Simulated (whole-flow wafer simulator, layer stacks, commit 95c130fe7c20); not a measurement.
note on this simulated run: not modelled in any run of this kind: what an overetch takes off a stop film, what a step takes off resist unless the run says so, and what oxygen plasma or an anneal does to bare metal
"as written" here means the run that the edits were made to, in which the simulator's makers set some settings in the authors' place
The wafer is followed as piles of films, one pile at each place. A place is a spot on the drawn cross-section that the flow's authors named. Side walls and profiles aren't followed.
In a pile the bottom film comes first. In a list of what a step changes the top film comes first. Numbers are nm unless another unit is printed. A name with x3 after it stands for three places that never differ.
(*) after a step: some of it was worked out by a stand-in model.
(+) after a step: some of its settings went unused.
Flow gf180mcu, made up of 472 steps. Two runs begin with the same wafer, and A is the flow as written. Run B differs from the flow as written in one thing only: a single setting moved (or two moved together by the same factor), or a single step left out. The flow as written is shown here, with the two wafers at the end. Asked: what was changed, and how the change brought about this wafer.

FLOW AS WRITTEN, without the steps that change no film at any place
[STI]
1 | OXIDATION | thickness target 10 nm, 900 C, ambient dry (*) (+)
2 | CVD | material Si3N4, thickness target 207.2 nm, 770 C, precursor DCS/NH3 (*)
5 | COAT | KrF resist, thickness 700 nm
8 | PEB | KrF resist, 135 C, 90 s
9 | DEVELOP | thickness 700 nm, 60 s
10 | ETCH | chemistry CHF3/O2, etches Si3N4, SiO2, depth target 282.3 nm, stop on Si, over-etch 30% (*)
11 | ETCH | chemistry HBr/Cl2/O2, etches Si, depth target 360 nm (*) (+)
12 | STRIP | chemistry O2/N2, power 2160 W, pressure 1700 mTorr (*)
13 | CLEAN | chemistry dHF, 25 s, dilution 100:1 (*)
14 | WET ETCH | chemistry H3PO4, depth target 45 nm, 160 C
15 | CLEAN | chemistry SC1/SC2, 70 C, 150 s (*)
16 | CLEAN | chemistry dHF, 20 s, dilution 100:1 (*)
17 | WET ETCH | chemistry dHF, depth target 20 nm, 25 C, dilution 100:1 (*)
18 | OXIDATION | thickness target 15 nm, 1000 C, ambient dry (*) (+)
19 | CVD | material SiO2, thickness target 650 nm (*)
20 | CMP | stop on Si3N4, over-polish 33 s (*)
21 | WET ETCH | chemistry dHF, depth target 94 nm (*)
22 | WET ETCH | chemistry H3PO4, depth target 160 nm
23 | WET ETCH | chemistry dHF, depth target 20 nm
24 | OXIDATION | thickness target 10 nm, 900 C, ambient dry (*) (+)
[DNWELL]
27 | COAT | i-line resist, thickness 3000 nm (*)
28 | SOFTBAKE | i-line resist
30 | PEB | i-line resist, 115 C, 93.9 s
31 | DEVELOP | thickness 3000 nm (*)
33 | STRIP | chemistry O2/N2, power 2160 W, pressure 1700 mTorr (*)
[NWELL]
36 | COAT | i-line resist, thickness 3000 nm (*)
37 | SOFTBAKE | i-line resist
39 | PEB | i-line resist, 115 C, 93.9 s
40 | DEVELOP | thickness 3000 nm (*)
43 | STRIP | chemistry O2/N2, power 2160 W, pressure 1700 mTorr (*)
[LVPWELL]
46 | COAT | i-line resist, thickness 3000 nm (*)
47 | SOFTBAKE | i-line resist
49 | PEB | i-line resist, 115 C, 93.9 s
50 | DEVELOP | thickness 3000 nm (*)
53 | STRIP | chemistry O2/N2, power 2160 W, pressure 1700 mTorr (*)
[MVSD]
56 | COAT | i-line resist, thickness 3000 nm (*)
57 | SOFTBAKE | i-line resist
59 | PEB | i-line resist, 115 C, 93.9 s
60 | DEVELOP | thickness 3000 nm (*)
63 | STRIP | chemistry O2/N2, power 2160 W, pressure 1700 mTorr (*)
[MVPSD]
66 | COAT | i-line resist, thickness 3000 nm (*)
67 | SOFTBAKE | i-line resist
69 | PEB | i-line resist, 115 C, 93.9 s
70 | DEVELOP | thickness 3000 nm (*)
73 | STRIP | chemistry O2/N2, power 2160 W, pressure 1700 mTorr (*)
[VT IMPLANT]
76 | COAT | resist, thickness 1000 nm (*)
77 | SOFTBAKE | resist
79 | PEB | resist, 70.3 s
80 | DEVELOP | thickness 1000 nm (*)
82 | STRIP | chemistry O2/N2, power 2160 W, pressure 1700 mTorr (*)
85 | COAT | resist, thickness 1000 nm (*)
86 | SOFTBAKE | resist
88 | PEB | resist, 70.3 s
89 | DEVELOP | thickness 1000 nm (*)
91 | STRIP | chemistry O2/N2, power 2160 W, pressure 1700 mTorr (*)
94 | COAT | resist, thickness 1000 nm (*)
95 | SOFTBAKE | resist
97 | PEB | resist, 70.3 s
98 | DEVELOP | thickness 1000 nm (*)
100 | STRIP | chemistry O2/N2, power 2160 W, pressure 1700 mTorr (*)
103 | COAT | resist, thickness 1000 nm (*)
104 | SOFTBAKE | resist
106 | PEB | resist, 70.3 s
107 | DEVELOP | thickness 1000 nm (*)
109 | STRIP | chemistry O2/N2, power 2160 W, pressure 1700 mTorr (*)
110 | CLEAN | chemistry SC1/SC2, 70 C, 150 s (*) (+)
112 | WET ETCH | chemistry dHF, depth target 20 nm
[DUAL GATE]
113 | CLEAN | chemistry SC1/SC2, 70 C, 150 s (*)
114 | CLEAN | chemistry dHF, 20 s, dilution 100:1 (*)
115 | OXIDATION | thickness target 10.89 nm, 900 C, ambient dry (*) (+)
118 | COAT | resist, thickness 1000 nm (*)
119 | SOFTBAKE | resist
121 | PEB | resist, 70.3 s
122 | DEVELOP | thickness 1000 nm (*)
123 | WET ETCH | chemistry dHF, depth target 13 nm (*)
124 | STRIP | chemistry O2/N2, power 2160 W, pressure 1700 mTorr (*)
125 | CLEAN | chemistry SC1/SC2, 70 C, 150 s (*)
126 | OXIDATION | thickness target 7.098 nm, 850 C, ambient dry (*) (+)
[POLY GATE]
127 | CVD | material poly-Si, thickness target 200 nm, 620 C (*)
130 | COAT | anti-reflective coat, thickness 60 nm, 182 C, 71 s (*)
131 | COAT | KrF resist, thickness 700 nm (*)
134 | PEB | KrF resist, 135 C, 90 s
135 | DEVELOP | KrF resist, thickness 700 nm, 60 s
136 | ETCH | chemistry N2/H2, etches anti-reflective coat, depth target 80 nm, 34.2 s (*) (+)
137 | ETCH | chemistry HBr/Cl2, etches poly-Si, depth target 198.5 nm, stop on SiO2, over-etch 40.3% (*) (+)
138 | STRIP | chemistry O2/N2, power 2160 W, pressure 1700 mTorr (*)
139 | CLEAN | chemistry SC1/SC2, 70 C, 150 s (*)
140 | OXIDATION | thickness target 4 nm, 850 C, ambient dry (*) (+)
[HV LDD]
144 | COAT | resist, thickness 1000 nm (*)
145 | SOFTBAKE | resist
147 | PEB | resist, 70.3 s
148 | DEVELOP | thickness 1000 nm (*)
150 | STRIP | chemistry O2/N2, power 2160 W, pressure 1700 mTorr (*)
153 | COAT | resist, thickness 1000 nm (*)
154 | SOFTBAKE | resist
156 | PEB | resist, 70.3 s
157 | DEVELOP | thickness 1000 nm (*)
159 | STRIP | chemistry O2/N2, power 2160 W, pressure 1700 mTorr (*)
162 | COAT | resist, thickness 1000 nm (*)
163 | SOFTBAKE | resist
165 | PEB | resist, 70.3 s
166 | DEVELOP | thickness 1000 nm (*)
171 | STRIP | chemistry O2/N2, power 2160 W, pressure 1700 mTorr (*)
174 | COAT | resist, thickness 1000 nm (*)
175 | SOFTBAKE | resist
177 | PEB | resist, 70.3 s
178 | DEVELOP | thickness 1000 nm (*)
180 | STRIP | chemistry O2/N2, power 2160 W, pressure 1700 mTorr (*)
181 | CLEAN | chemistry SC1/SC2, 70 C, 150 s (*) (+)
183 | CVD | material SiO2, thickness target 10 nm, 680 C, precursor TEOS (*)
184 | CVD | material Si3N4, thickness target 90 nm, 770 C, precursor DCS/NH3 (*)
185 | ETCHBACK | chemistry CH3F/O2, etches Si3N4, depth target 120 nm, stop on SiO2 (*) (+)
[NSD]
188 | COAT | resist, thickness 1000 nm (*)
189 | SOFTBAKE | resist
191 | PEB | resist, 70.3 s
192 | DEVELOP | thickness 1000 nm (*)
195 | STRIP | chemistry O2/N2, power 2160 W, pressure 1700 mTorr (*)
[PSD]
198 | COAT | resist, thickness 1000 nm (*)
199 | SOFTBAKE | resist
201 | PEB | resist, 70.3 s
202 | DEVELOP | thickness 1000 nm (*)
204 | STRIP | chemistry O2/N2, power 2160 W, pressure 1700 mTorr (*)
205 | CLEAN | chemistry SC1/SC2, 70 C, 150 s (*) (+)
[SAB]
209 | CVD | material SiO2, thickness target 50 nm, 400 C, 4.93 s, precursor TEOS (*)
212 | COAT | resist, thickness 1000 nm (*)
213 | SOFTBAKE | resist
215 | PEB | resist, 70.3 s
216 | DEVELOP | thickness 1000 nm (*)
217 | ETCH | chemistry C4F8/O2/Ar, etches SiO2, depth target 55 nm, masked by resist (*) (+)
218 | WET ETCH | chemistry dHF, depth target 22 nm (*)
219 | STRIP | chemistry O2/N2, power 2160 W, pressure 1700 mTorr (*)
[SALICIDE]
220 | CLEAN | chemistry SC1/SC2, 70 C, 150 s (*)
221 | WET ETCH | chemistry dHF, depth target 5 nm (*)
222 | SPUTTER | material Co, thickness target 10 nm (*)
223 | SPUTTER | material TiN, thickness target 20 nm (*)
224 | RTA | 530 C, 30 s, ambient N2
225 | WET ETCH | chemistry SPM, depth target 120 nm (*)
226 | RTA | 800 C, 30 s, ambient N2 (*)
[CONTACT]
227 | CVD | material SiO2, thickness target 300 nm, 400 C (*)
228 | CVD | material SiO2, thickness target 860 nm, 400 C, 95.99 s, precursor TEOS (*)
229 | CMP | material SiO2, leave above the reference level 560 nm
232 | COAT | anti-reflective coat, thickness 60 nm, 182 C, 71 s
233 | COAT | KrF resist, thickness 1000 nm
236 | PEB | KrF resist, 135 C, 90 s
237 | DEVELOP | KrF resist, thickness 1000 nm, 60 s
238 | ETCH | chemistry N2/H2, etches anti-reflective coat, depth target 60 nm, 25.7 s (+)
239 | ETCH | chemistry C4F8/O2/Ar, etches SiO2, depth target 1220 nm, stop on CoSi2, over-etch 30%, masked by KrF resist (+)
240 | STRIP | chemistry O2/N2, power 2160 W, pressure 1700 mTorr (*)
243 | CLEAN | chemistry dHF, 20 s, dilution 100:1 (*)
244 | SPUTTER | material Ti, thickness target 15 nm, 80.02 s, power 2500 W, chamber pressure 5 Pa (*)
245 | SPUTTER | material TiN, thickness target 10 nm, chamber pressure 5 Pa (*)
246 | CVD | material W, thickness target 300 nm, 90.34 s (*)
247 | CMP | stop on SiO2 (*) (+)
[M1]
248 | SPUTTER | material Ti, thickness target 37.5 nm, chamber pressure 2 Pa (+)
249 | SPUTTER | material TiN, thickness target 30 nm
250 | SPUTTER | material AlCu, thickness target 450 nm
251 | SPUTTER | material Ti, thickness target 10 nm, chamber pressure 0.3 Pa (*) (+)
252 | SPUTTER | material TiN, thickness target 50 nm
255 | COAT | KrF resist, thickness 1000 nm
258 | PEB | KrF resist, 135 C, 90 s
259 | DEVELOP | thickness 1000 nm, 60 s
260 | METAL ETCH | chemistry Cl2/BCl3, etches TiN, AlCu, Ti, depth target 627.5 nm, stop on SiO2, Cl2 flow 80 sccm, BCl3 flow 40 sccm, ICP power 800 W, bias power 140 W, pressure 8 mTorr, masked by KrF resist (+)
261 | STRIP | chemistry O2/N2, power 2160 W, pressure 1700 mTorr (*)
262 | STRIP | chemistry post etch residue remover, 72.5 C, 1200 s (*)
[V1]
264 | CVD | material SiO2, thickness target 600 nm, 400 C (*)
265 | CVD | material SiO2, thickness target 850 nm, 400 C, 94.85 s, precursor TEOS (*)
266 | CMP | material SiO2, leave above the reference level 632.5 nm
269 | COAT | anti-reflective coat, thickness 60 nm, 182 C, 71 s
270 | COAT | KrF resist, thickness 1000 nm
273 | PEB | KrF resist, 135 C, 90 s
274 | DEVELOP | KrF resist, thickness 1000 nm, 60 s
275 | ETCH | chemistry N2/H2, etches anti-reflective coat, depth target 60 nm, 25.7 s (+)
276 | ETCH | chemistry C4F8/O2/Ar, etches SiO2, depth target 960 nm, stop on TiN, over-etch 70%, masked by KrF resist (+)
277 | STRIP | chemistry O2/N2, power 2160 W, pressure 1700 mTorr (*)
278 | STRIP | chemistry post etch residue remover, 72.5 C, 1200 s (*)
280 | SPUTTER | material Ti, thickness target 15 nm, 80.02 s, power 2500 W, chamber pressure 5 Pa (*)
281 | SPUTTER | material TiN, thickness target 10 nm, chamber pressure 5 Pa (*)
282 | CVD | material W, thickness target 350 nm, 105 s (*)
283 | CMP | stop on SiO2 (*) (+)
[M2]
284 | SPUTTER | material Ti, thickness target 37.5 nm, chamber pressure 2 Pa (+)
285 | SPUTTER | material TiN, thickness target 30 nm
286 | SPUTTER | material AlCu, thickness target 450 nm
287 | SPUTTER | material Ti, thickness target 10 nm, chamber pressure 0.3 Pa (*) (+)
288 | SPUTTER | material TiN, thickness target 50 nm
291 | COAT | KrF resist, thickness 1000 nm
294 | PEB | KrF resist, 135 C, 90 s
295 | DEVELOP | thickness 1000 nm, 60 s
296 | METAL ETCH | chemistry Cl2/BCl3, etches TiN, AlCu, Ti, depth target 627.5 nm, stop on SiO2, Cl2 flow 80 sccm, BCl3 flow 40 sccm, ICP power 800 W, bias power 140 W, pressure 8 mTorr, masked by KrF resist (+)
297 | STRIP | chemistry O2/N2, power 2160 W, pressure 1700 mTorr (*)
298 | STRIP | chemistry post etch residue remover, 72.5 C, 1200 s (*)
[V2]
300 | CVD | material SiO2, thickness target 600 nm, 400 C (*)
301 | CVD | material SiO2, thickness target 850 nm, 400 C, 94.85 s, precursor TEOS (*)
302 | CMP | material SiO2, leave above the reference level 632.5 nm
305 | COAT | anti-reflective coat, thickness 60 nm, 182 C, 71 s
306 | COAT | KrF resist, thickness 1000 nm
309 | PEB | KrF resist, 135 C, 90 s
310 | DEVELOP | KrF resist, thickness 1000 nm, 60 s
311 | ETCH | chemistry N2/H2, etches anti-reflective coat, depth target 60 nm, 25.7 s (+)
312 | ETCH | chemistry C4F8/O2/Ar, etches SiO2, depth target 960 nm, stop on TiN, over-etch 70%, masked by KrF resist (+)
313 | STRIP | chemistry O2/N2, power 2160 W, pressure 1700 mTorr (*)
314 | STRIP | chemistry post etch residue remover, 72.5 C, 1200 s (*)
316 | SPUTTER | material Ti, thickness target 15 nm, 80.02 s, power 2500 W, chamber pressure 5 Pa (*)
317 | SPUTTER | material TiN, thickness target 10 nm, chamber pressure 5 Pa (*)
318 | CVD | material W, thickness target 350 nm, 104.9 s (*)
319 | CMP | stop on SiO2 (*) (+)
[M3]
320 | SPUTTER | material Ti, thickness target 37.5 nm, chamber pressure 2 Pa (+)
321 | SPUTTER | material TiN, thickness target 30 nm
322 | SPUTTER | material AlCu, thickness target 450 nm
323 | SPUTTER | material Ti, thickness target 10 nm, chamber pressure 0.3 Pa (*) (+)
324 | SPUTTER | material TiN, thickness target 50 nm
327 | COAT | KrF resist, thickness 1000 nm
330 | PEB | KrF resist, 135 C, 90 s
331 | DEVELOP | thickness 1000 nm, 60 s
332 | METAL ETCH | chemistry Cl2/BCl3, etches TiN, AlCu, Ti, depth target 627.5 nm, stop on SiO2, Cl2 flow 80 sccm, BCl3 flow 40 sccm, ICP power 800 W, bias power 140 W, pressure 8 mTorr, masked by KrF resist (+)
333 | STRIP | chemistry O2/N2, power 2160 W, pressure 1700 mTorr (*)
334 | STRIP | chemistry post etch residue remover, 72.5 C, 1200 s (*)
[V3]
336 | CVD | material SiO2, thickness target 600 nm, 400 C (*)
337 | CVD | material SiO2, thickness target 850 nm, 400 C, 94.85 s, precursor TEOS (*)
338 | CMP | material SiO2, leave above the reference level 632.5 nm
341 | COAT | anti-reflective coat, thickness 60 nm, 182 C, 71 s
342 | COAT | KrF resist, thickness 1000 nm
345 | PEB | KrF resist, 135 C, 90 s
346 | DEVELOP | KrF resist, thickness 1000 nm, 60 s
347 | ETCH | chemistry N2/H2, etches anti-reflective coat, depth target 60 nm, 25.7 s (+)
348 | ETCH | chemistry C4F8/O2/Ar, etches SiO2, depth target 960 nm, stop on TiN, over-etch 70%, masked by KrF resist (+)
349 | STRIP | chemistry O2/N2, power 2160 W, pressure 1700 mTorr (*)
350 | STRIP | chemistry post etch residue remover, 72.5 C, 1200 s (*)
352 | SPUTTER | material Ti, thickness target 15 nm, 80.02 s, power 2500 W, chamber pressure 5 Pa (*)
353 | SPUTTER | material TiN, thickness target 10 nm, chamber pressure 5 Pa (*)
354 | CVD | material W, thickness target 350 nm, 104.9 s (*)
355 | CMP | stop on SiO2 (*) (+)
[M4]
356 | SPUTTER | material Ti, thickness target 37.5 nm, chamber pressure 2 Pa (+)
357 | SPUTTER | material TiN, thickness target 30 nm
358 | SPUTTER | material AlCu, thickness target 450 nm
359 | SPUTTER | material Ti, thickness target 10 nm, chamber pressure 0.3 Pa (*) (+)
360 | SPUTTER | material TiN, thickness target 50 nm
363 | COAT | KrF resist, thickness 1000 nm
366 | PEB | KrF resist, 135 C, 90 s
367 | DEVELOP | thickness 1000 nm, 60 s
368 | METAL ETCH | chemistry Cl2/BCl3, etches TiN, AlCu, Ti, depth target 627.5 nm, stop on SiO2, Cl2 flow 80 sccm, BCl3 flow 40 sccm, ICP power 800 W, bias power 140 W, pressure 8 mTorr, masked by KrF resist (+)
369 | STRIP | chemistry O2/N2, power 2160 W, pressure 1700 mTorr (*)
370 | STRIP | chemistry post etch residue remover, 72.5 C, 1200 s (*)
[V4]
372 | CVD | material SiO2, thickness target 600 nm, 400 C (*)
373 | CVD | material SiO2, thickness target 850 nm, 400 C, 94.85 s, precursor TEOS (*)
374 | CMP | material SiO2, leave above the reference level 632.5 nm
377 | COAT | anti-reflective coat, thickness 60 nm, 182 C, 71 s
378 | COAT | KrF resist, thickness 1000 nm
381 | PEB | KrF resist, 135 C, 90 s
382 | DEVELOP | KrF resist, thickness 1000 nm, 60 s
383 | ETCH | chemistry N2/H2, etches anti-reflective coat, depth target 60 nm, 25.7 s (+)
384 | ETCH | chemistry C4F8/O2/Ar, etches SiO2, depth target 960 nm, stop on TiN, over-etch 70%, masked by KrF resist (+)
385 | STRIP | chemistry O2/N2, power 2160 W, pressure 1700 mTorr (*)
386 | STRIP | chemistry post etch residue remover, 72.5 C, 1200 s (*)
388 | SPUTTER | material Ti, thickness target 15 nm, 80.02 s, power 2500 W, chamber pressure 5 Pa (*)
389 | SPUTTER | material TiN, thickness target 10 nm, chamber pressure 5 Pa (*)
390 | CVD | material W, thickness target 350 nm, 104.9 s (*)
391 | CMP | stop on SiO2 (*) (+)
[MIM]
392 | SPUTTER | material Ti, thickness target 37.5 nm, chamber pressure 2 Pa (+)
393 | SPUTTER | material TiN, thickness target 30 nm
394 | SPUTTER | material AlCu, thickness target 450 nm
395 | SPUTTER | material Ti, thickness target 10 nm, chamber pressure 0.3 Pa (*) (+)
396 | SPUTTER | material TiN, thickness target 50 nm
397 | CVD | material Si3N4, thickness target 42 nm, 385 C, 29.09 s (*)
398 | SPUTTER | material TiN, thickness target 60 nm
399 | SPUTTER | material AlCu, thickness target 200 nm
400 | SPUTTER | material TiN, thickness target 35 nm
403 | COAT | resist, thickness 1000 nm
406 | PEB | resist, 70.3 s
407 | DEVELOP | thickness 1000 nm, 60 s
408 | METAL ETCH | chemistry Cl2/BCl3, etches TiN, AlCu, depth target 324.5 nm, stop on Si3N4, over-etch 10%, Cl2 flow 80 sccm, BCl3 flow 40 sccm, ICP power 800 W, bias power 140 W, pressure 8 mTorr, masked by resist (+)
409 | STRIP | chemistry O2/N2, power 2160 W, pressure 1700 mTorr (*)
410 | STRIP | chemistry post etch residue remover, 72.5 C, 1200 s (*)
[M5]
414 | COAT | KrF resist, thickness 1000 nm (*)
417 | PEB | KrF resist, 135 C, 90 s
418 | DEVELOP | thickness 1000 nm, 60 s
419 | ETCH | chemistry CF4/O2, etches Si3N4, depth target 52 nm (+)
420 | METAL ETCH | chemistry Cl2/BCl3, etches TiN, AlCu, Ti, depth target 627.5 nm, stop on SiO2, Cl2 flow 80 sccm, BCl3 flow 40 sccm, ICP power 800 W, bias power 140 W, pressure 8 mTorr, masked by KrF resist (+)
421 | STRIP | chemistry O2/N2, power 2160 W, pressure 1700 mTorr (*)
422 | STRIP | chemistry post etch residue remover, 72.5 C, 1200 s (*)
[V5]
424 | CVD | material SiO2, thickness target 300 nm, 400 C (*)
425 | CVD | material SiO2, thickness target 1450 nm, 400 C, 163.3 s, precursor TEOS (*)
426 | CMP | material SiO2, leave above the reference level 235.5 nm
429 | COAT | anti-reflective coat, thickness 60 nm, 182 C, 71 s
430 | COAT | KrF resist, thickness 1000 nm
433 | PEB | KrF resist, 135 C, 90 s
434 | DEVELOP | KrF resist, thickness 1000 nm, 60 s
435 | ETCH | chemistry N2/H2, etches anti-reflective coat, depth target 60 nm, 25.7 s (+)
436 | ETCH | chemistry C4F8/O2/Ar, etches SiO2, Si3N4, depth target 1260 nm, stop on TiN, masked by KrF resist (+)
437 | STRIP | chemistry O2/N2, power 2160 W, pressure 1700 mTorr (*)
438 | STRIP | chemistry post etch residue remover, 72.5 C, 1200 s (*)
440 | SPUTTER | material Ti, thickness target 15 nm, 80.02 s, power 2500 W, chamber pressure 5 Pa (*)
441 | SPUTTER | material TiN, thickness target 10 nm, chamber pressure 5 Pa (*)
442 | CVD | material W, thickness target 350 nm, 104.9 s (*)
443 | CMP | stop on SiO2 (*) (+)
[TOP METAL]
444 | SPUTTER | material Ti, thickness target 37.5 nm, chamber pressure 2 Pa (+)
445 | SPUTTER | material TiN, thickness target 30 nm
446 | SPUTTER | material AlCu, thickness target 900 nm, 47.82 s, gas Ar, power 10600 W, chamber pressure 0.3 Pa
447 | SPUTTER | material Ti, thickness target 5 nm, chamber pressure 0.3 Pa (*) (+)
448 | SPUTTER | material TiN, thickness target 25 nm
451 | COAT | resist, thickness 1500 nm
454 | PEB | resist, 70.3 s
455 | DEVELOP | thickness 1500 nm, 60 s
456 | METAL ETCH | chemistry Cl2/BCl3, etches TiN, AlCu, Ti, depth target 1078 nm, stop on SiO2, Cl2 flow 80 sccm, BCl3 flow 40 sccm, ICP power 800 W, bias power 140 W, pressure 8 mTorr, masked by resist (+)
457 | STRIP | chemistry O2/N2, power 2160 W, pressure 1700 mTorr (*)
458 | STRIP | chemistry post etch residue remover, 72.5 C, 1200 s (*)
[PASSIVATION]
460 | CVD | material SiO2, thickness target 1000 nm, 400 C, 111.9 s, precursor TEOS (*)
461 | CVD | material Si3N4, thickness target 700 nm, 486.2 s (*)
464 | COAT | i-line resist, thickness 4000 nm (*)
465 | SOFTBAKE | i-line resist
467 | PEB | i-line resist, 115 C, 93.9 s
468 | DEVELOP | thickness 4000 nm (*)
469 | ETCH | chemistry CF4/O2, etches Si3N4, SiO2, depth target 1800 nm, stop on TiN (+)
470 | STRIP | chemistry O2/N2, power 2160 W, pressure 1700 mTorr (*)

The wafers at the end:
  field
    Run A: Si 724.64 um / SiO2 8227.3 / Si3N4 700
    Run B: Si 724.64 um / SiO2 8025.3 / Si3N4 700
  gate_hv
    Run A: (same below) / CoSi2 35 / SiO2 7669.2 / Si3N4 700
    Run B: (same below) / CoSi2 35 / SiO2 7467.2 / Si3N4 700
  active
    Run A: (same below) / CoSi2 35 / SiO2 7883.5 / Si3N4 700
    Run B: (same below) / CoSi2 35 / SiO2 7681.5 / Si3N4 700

Cause: step 229, CMP: leave above the reference level 358 nm was run, whereas the flow has leave above the reference level 560 nm.

Step by step, how the change led to this:
  229 | CMP | material SiO2, leave above the reference level 560 nm
      gate_hv, gate_nat, ld_gate_n and 11 more: A SiO2 loses 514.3 | B SiO2 loses 716.3
      ldn_sep__w1, ldn_sep__w2, ldn_dft and 8 more: A SiO2 loses 311 | B SiO2 loses 513
      (also at 86 further places)
  239 | ETCH | chemistry C4F8/O2/Ar, etches SiO2, depth target 1220 nm, stop on CoSi2, over-etch 30%, masked by KrF resist (+)
      field, field__w1, field__w2 and 105 more: A KrF resist loses 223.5 | B KrF resist loses 171
      polyc_n, polyc_p: A SiO2 loses 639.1 (all of it) | B SiO2 loses 437.1 (all of it)
      (also at 1 further place)
  240 | STRIP | chemistry O2/N2, power 2160 W, pressure 1700 mTorr (*)
      field, field__w1, field__w2 and 105 more: A KrF resist loses 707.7 (all of it), anti-reflective coat loses 60 (all of it) | B KrF resist loses 760.2 (all of it), anti-reflective coat loses 60 (all of it)
  244 | SPUTTER | material Ti, thickness target 15 nm, 80.02 s, power 2500 W, chamber pressure 5 Pa (*)
      contact: A Ti gains 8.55 (new film) | B Ti gains 9.63 (new film)
  245 | SPUTTER | material TiN, thickness target 10 nm, chamber pressure 5 Pa (*)
      contact: A TiN gains 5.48 (new film) | B TiN gains 6.16 (new film)
  246 | CVD | material W, thickness target 300 nm, 90.34 s (*)
      polyc_n, polyc_p: A W gains 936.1 (new film) | B W gains 734.1 (new film)
      contact: A W gains 1167.5 (new film) | B W gains 963.8 (new film)
